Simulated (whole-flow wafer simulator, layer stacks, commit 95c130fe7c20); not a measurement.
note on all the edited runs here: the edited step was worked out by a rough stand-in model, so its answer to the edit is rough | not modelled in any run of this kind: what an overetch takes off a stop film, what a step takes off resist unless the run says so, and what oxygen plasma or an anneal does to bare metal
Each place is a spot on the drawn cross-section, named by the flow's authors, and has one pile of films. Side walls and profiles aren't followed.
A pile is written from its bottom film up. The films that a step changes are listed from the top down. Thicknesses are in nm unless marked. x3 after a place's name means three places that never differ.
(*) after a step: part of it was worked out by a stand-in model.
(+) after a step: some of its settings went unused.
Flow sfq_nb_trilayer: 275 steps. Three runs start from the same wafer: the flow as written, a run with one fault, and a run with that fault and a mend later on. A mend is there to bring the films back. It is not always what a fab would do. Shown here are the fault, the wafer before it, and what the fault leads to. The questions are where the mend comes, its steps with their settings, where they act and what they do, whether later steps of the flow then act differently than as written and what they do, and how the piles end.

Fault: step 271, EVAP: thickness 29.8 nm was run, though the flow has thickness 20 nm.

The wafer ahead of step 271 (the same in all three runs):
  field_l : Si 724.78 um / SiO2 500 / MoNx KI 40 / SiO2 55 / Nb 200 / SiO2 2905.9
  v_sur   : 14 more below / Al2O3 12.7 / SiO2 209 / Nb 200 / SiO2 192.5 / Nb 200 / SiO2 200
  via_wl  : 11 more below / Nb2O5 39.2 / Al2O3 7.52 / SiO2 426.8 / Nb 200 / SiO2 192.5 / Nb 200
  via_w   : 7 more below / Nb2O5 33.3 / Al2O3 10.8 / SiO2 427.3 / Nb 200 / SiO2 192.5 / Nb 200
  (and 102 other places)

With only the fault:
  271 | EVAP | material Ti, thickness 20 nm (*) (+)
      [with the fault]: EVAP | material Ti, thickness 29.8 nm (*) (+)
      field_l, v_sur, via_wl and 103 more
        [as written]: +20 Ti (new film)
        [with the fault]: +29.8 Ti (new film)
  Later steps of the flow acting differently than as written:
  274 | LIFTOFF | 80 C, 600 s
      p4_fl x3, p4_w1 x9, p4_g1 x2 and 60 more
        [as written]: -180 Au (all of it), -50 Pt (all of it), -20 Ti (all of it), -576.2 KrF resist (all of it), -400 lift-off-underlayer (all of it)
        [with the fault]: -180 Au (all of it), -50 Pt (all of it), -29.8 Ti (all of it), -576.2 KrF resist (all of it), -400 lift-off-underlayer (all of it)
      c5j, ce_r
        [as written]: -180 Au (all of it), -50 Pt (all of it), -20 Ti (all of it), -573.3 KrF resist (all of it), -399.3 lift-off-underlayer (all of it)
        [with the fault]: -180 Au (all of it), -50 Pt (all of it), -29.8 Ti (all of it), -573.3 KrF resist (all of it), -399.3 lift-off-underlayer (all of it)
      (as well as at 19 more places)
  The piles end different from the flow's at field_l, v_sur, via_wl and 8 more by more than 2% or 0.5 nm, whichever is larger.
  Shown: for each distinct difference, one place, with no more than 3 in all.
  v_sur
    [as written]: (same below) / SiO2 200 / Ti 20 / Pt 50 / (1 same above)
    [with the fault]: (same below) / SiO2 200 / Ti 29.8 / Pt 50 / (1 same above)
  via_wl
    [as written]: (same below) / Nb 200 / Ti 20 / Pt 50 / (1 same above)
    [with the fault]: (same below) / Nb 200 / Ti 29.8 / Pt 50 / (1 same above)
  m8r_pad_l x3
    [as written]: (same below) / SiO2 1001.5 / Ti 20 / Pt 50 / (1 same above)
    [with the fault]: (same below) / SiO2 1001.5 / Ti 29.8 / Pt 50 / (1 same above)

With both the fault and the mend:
  The mend follows step 271.
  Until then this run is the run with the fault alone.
  271a | METAL ETCH | etches Ti, MoNx, depth 9.8 nm (the flow's step 190 again, with other settings)
      field_l, v_sur, via_wl and 103 more
        -9.8 Ti
  Later steps of the flow that are run all act as written at every place that is followed.
  At every place that both follow, the piles at the end match the flow's.
